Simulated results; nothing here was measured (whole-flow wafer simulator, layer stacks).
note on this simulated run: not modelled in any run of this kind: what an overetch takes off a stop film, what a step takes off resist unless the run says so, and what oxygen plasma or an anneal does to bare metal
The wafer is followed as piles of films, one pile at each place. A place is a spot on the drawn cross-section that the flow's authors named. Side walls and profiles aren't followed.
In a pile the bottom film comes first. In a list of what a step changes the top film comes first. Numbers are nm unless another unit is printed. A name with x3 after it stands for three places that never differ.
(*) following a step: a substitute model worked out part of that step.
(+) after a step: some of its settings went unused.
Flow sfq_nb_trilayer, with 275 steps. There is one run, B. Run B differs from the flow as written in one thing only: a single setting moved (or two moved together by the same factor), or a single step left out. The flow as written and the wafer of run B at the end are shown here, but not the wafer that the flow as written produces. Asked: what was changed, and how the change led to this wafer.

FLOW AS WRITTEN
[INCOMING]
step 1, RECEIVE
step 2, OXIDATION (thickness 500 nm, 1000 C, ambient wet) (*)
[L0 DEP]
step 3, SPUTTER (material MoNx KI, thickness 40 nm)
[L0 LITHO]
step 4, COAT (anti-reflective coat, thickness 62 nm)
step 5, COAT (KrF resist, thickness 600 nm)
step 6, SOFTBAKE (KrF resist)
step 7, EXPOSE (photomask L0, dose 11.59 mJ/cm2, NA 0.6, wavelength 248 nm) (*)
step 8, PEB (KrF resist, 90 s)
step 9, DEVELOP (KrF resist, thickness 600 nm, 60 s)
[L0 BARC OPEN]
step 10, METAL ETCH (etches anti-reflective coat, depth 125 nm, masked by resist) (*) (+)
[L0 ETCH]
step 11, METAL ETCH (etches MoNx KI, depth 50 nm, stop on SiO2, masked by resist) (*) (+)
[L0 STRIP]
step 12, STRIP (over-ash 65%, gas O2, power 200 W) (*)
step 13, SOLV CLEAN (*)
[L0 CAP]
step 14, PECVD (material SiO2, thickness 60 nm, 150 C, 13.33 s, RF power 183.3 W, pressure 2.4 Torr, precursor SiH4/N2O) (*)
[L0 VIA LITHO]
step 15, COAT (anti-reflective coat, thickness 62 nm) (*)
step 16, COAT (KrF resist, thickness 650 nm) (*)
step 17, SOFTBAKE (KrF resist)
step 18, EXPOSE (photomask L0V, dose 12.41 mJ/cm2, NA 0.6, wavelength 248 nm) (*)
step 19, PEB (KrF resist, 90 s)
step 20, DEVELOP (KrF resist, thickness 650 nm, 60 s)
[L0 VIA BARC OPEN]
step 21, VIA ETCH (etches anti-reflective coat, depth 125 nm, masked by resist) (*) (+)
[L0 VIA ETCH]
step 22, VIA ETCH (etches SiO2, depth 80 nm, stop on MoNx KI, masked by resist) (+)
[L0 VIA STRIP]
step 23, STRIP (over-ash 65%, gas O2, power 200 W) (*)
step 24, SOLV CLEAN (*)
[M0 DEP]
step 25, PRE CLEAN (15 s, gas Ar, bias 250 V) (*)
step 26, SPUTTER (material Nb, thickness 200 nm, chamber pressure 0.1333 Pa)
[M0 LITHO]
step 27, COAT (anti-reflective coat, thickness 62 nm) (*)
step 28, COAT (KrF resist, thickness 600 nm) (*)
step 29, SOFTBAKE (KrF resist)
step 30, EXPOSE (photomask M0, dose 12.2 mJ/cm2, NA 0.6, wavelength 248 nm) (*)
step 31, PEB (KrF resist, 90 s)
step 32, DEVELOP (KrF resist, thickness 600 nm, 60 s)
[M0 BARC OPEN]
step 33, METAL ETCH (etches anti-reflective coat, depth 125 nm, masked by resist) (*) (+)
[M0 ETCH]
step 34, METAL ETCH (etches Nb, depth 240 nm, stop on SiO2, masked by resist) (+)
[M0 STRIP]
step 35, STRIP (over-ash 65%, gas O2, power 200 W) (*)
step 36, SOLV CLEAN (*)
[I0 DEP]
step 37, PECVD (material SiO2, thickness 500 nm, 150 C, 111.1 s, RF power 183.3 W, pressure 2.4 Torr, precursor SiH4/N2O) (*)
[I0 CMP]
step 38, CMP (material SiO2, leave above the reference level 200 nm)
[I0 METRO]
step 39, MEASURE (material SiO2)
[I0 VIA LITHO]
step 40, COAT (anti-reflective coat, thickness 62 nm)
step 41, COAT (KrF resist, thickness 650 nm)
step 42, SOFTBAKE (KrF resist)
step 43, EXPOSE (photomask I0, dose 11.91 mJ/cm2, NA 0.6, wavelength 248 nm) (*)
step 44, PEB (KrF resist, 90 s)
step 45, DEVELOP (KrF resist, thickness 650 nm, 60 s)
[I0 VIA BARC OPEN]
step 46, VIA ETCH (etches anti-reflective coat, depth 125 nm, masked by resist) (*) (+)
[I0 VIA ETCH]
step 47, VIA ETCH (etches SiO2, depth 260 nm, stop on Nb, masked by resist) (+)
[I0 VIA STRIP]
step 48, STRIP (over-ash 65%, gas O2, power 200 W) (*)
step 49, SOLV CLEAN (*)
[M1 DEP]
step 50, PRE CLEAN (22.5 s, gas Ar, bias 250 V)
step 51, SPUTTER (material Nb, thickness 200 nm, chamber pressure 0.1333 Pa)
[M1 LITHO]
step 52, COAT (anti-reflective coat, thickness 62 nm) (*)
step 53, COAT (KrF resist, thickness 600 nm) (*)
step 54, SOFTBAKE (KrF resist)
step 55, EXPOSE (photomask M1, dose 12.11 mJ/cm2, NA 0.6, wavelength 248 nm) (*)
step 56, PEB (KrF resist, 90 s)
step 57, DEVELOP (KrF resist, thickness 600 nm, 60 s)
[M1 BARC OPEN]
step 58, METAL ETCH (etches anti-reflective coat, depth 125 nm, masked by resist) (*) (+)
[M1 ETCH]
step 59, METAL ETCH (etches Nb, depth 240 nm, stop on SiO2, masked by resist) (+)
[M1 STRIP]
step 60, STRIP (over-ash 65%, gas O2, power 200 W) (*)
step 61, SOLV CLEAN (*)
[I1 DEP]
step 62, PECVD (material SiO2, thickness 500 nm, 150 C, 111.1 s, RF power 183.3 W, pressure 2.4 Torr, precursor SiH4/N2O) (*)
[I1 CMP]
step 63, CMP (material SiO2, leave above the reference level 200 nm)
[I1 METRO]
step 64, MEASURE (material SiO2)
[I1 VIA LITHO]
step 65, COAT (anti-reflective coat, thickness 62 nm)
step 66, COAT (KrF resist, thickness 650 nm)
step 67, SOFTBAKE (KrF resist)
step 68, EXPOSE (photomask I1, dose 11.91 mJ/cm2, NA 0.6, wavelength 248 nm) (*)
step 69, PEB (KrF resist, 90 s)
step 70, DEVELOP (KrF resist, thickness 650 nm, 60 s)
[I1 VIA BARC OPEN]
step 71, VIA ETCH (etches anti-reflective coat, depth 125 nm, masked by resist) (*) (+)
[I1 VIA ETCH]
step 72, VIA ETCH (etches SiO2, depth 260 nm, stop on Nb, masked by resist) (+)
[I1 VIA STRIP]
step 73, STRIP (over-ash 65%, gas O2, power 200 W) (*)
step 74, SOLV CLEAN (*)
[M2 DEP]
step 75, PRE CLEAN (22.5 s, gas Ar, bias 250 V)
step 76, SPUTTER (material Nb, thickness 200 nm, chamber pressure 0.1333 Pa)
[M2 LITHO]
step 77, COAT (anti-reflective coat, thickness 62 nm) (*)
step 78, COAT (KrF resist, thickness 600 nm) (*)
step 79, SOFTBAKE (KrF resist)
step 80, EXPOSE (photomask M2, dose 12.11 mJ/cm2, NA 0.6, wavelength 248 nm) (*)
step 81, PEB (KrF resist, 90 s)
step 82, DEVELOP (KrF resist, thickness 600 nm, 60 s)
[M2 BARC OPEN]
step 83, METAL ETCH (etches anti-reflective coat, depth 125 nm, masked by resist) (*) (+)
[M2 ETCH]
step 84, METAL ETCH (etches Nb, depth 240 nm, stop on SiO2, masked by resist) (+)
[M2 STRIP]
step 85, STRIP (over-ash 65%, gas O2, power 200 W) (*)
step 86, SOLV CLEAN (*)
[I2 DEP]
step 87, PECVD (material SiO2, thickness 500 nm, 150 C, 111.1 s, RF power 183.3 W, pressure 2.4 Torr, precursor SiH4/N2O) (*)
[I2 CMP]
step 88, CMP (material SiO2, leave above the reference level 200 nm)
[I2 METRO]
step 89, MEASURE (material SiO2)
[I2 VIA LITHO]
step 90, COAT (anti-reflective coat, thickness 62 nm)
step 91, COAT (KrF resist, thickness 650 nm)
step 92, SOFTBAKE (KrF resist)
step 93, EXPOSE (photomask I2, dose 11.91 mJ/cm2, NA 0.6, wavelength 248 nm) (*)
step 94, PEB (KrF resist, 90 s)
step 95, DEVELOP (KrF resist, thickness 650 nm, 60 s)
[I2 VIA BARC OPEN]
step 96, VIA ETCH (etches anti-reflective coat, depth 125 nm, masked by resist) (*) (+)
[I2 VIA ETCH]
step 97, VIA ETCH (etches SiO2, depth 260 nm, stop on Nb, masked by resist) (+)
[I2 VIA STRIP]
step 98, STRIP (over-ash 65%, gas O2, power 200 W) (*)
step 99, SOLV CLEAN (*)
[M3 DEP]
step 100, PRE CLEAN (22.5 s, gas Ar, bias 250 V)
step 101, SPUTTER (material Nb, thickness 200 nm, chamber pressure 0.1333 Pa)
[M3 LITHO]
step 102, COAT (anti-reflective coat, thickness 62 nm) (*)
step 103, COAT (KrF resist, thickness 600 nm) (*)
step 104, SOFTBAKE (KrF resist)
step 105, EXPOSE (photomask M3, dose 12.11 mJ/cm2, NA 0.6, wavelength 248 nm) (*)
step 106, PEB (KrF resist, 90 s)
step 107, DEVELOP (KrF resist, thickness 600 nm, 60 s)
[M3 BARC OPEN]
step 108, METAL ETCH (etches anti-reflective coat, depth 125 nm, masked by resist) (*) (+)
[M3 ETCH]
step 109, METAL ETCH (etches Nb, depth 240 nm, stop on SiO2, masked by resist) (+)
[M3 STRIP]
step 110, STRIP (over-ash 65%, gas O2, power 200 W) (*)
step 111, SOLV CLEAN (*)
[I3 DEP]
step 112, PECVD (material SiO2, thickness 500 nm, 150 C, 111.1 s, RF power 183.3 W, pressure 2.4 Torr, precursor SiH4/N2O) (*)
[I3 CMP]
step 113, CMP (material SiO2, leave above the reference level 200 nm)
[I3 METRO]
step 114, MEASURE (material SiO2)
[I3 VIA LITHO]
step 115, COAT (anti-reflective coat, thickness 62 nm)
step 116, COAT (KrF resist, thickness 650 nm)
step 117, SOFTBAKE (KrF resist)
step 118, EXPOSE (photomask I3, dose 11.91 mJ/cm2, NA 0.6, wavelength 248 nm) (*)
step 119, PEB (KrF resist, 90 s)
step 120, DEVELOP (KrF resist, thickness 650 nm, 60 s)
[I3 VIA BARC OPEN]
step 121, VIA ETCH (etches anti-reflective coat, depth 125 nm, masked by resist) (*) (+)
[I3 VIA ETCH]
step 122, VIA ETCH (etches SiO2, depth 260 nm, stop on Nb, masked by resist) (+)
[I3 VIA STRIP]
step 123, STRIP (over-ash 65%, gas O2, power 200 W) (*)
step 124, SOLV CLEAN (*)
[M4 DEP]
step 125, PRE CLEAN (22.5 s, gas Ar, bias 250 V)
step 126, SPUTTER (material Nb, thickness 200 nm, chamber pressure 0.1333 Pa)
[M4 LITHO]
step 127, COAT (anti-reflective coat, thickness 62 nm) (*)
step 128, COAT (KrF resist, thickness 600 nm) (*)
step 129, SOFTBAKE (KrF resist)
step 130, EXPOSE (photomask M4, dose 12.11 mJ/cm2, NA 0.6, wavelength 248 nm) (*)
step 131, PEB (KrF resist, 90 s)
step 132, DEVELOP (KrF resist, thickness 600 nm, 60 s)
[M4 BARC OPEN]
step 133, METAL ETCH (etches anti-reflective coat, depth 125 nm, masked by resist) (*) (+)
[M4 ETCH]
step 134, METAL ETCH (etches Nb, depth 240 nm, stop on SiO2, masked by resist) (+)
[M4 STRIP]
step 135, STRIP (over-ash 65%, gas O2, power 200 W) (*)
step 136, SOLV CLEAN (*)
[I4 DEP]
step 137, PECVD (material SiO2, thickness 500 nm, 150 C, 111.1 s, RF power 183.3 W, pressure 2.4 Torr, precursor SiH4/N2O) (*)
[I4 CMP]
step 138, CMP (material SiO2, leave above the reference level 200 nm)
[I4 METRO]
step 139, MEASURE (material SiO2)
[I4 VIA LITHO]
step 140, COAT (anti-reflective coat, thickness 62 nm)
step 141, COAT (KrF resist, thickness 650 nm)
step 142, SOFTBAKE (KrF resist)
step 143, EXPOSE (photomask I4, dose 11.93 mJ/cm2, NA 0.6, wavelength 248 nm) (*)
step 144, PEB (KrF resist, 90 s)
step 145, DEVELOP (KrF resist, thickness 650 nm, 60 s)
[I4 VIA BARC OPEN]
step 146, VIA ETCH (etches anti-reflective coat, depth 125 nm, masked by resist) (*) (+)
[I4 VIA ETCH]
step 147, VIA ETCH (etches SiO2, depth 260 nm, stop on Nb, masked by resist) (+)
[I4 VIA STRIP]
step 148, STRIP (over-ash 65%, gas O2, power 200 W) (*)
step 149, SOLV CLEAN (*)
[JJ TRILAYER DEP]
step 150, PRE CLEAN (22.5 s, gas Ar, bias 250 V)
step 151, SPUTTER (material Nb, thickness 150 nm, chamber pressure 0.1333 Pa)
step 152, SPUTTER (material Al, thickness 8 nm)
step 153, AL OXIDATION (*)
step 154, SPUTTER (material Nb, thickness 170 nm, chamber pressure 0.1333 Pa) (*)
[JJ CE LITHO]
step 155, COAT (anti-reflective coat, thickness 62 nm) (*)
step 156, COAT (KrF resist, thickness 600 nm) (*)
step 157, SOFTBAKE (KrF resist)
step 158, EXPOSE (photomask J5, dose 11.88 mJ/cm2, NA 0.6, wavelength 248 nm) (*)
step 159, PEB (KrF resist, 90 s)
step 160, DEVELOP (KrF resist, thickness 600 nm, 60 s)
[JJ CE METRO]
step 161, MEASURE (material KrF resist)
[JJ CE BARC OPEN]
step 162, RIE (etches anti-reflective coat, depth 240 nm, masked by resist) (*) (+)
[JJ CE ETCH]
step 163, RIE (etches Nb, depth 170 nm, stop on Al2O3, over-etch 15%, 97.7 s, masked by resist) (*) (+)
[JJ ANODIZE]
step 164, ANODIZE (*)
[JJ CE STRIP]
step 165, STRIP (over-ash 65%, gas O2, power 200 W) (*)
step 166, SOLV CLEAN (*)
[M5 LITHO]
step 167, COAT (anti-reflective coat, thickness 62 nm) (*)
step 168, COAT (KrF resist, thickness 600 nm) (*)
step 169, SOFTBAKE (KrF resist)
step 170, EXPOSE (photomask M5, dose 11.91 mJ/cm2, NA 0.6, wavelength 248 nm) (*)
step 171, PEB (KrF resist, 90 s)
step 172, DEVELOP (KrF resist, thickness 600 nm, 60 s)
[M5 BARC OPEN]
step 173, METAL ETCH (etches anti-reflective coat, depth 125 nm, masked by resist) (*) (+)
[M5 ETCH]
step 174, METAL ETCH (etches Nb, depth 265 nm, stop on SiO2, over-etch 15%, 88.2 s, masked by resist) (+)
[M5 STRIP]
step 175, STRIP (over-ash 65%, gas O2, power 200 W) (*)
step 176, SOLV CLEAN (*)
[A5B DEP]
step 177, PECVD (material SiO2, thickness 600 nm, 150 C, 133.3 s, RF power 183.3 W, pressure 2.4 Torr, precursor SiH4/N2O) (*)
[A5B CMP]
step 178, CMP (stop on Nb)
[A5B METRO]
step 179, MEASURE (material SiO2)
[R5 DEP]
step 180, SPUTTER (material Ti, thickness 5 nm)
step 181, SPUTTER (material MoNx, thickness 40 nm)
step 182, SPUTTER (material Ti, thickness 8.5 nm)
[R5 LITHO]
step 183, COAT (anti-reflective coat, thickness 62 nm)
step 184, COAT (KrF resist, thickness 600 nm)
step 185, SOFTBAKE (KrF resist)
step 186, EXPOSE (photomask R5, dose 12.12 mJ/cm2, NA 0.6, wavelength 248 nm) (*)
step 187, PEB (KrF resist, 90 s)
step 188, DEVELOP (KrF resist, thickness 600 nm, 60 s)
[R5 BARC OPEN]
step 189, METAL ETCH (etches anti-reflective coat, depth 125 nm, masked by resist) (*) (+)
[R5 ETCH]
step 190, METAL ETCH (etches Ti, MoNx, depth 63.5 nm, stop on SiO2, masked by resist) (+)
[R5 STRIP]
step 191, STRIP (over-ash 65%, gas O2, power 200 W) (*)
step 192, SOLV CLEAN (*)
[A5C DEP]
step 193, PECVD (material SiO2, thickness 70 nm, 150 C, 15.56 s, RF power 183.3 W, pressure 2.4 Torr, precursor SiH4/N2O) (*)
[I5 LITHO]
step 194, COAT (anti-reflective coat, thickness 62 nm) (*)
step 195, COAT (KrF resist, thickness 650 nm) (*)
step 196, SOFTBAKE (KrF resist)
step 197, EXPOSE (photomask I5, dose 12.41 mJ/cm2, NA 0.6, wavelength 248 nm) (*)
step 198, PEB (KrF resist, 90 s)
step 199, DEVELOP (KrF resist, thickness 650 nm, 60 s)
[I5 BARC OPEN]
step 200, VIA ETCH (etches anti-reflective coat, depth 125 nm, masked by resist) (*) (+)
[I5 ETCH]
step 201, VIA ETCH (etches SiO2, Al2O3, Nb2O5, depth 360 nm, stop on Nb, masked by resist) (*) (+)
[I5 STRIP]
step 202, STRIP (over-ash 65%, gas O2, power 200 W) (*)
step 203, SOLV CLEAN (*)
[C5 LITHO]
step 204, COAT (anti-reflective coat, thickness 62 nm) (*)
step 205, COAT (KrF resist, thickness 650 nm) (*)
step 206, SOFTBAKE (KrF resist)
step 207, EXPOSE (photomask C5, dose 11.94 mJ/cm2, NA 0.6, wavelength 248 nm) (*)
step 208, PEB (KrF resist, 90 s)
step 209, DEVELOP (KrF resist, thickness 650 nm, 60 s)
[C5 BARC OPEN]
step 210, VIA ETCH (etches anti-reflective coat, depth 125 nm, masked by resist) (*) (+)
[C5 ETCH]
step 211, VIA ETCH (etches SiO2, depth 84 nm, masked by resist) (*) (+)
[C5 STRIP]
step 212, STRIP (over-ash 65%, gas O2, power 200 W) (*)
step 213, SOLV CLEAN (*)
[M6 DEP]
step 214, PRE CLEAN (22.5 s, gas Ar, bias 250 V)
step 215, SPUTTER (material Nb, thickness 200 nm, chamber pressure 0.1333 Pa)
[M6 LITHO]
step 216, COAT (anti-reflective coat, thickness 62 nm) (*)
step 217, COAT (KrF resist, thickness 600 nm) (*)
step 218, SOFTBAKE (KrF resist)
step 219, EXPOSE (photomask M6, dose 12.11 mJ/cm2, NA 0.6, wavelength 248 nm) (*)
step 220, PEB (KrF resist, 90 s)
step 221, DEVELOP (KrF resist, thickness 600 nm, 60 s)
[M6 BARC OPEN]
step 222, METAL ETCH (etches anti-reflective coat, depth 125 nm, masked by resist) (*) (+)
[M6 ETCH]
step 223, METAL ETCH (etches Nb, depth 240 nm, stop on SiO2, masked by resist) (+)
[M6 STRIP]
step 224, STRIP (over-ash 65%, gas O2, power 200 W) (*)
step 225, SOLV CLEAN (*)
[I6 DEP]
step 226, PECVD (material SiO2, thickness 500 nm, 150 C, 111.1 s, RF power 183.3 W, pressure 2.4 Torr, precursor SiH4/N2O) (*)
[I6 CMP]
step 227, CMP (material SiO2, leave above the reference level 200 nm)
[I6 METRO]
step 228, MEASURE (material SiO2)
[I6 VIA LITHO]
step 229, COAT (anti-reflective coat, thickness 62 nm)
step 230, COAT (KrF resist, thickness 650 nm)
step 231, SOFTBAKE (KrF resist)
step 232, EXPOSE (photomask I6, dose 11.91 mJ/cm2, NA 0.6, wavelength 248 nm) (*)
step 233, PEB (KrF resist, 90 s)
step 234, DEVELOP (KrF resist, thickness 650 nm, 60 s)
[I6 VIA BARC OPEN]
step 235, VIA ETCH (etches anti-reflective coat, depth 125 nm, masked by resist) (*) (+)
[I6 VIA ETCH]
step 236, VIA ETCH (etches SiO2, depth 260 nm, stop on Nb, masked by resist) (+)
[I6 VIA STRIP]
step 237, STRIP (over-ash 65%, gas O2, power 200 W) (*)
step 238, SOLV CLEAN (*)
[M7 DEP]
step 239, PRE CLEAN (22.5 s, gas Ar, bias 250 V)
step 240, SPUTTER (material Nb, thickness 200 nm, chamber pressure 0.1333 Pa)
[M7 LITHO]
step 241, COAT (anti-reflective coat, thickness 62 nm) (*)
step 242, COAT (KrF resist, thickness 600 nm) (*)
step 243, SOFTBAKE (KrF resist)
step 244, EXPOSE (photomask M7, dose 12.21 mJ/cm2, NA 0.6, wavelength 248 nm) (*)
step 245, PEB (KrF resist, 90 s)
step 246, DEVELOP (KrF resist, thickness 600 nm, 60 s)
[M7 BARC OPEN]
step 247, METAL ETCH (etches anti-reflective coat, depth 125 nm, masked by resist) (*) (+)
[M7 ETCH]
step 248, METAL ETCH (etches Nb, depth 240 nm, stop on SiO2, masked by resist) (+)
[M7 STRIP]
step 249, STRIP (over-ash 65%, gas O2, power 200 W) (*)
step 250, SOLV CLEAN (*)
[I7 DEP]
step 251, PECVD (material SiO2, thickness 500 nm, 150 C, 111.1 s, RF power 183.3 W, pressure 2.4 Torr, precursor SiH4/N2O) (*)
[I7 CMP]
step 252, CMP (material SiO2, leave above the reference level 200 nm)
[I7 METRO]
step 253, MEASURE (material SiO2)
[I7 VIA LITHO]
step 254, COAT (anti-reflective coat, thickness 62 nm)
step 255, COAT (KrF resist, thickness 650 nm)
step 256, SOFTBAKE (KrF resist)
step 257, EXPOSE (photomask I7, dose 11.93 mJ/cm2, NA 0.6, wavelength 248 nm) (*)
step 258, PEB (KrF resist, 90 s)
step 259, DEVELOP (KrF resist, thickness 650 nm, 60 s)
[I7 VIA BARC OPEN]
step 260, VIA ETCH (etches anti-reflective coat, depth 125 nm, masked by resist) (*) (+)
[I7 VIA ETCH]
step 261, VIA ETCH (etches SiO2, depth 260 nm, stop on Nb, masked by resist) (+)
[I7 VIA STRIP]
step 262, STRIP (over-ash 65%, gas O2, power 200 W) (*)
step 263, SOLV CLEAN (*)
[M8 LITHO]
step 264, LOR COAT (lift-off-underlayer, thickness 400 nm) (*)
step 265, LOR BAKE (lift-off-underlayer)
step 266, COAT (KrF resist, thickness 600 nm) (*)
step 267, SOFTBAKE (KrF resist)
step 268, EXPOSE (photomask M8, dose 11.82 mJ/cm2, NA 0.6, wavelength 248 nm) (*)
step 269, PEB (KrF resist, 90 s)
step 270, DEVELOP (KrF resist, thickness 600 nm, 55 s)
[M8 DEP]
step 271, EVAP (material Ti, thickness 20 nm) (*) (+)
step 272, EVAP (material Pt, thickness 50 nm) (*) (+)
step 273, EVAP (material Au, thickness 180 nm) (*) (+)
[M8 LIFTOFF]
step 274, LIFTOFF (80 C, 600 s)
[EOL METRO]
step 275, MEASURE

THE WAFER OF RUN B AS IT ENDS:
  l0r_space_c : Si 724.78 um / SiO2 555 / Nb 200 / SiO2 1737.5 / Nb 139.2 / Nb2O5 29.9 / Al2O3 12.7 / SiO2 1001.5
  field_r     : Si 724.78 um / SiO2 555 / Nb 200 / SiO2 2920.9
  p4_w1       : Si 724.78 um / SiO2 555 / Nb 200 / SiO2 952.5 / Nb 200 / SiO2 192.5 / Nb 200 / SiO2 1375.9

The reason: step 38, CMP: leave above the reference level 175 nm was run, while the flow as written has leave above the reference level 200 nm.

The path from the change to this, step by step:
  step 38, CMP (material SiO2, leave above the reference level 200 nm)
      v_sur, via_wl, via_w and 94 more: -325 SiO2 (it would be, as written: -300 SiO2)
      field_l, l0_sur, l0r_line_l, l0r_line_c, l0r_line_r: -365 SiO2 (it would be, as written: -340 SiO2)
      (and at 4 other places as well)
  step 47, VIA ETCH (etches SiO2, depth 260 nm, stop on Nb, masked by resist) (+)
      via_w: -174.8 SiO2 (all of it) (it would be, as written: -199.8 SiO2 (all of it))
  step 51, SPUTTER (material Nb, thickness 200 nm, chamber pressure 0.1333 Pa)
      via_w: +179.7 Nb (it would be, as written: +174.5 Nb)
  step 52, COAT (anti-reflective coat, thickness 62 nm) (*)
      via_w: +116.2 anti-reflective coat (new film) (it would be, as written: +123.1 anti-reflective coat (new film))
      via_wr: +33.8 anti-reflective coat (new film) (it would be, as written: +34.9 anti-reflective coat (new film))
  step 53, COAT (KrF resist, thickness 600 nm) (*)
      via_w: +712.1 KrF resist (new film) (it would be, as written: +731.8 KrF resist (new film))
  step 60, STRIP (over-ash 65%, gas O2, power 200 W) (*)
      via_w: -494.2 KrF resist (all of it), -116.2 anti-reflective coat (all of it) (it would be, as written: -513.8 KrF resist (all of it), -123.1 anti-reflective coat (all of it))
      via_wr: -388.2 KrF resist (all of it), -33.8 anti-reflective coat (all of it) (it would be, as written: -384.4 KrF resist (all of it), -34.9 anti-reflective coat (all of it))
  step 62, PECVD (material SiO2, thickness 500 nm, 150 C, 111.1 s, RF power 183.3 W, pressure 2.4 Torr, precursor SiH4/N2O) (*)
      via_w: +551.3 SiO2 (new film) (it would be, as written: +606 SiO2 (new film))
  step 63, CMP (material SiO2, leave above the reference level 200 nm)
      via_w: -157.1 SiO2 (it would be, as written: -181.6 SiO2)
